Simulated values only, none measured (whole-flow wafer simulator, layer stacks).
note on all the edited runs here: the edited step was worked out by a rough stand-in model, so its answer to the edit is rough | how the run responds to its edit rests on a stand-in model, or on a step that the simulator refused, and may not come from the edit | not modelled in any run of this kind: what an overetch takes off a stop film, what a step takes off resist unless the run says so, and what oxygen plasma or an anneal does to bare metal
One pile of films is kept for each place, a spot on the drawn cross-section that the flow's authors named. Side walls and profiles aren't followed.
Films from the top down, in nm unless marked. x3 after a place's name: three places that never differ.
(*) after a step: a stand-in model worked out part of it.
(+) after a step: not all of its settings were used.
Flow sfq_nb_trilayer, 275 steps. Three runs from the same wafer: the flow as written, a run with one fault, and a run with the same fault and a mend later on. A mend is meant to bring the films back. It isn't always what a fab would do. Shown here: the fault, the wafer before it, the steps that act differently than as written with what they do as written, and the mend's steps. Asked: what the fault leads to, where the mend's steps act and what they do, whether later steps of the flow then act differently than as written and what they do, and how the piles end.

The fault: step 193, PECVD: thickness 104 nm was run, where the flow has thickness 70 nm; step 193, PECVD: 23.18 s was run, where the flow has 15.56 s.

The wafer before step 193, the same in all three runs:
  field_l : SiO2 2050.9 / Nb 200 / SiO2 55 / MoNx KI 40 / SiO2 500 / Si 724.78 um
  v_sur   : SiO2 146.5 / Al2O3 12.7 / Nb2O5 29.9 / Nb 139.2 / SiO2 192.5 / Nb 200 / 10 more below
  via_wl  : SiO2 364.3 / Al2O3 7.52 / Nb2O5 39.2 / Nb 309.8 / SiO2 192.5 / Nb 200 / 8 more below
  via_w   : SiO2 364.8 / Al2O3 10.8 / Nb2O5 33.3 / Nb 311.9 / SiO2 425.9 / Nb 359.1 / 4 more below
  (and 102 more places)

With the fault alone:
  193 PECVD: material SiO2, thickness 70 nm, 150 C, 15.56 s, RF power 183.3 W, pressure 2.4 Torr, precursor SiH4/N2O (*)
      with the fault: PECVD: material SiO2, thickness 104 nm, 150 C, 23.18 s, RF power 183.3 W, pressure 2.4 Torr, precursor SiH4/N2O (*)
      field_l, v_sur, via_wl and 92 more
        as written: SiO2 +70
        with the fault: SiO2 +104
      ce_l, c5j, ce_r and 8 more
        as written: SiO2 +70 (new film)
        with the fault: SiO2 +104 (new film)
  Later steps of the flow that act differently than as written (16 more steps differ only slightly, by at most 2% or 0.5 nm, whichever is larger, and aren't shown):
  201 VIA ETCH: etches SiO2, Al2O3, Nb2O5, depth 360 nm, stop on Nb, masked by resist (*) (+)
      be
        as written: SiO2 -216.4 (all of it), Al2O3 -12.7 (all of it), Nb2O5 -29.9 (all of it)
        with the fault: SiO2 -250.4 (all of it), Al2O3 -12.7 (all of it), Nb2O5 -29.9 (all of it)
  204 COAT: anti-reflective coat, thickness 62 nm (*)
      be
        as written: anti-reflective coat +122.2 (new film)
        with the fault: anti-reflective coat +127.1 (new film)
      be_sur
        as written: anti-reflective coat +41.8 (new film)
        with the fault: anti-reflective coat +40.4 (new film)
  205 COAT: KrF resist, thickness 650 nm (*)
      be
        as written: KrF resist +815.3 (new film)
        with the fault: KrF resist +839.7 (new film)
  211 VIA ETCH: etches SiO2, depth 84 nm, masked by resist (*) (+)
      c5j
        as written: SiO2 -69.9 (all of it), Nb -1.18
        with the fault: SiO2 -84
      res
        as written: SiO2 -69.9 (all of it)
        with the fault: SiO2 -84
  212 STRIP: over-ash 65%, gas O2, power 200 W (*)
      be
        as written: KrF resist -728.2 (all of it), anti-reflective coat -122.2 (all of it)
        with the fault: KrF resist -752.6 (all of it), anti-reflective coat -127.1 (all of it)
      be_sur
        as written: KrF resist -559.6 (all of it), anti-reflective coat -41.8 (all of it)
        with the fault: KrF resist -557.8 (all of it), anti-reflective coat -40.4 (all of it)
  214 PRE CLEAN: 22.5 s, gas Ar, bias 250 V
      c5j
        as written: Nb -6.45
        with the fault: SiO2 -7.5
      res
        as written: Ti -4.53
        with the fault: SiO2 -7.5
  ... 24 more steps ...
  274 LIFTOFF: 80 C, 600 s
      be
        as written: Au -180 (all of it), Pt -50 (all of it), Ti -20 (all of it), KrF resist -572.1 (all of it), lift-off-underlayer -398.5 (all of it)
        with the fault: Au -180 (all of it), Pt -50 (all of it), Ti -20 (all of it), KrF resist -600.9 (all of it), lift-off-underlayer -590.2 (all of it)
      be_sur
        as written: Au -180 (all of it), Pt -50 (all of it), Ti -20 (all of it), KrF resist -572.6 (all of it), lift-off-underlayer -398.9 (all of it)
        with the fault: Au -180 (all of it), Pt -50 (all of it), Ti -20 (all of it), KrF resist -583 (all of it), lift-off-underlayer -375.6 (all of it)
  At the end the piles differ from the flow's by more than 2% or 0.5 nm, whichever is larger, at v_sur, via_wl, via_w and 79 more.
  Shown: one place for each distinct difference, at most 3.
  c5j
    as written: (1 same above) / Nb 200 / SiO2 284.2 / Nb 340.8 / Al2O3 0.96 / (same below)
    with the fault: (1 same above) / Nb 200 / SiO2 303.3 / Nb 183.3 / SiO2 12.4 / Nb 160 / Al2O3 0.96 / (same below)
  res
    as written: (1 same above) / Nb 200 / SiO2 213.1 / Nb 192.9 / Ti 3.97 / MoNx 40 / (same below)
    with the fault: (1 same above) / Nb 200 / SiO2 233.8 / Nb 189.4 / SiO2 12.4 / Ti 8.5 / MoNx 40 / (same below)
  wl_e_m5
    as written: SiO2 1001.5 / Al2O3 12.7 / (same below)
    with the fault: SiO2 1035.5 / Al2O3 12.7 / (same below)

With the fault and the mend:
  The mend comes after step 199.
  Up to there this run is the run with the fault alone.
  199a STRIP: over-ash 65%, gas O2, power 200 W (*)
      p4_fl x3, p4_w1 x9, p4_g1 x2 and 33 more
        KrF resist -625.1 (all of it), anti-reflective coat -62 (all of it)
      wl_b_m5, wl_b_sr, wl_c_sl and 12 more
        KrF resist -625 (all of it), anti-reflective coat -62 (all of it)
      field_l, v_sur, via_wl, via_w
        KrF resist -625.7 (all of it), anti-reflective coat -62.2 (all of it)
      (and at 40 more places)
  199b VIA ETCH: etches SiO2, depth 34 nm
      field_l, v_sur, via_wl and 103 more
        SiO2 -34
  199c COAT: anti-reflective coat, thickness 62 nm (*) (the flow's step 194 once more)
      p4_fl x3, p4_w1 x9, p4_g1 x2 and 50 more
        anti-reflective coat +62 (new film)
      via_wr, via_sp, via_v, wire, lsp_r, l0_sur, l0v
        anti-reflective coat +62.3 (new film)
      field_l, v_sur, via_wl, via_w
        anti-reflective coat +62.2 (new film)
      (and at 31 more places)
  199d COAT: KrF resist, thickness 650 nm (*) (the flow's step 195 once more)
      p4_fl x3, p4_w1 x9, p4_g1 x2 and 33 more
        KrF resist +650 (new film)
      wl_b_m5, wl_b_sr, wl_c_sl and 12 more
        KrF resist +649.9 (new film)
      field_l, v_sur, via_wl, via_w
        KrF resist +650.6 (new film)
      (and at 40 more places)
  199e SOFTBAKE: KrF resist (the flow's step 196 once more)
      changes no film at any place that is followed
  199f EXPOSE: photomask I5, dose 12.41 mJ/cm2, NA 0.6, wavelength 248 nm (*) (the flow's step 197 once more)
      changes no film at any place that is followed
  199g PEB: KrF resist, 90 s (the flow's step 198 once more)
      field_l, v_sur, via_wl and 87 more
        KrF resist -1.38
      jj_sur, ce_l, sp_r, moat, field_r, wl_jj
        KrF resist -1.39
      be_r, r_sur, res, r_end
        KrF resist -1.33
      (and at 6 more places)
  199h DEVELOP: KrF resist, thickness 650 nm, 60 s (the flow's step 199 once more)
      field_l, v_sur, via_wl and 102 more
        KrF resist -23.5
      be
        KrF resist -649.8 (all of it)
  No later step of the flow acts differently than as written, at any place that is followed, by more than 2% or 0.5 nm, whichever is larger.
  At the end the piles are the same as the flow's at every place that both follow.
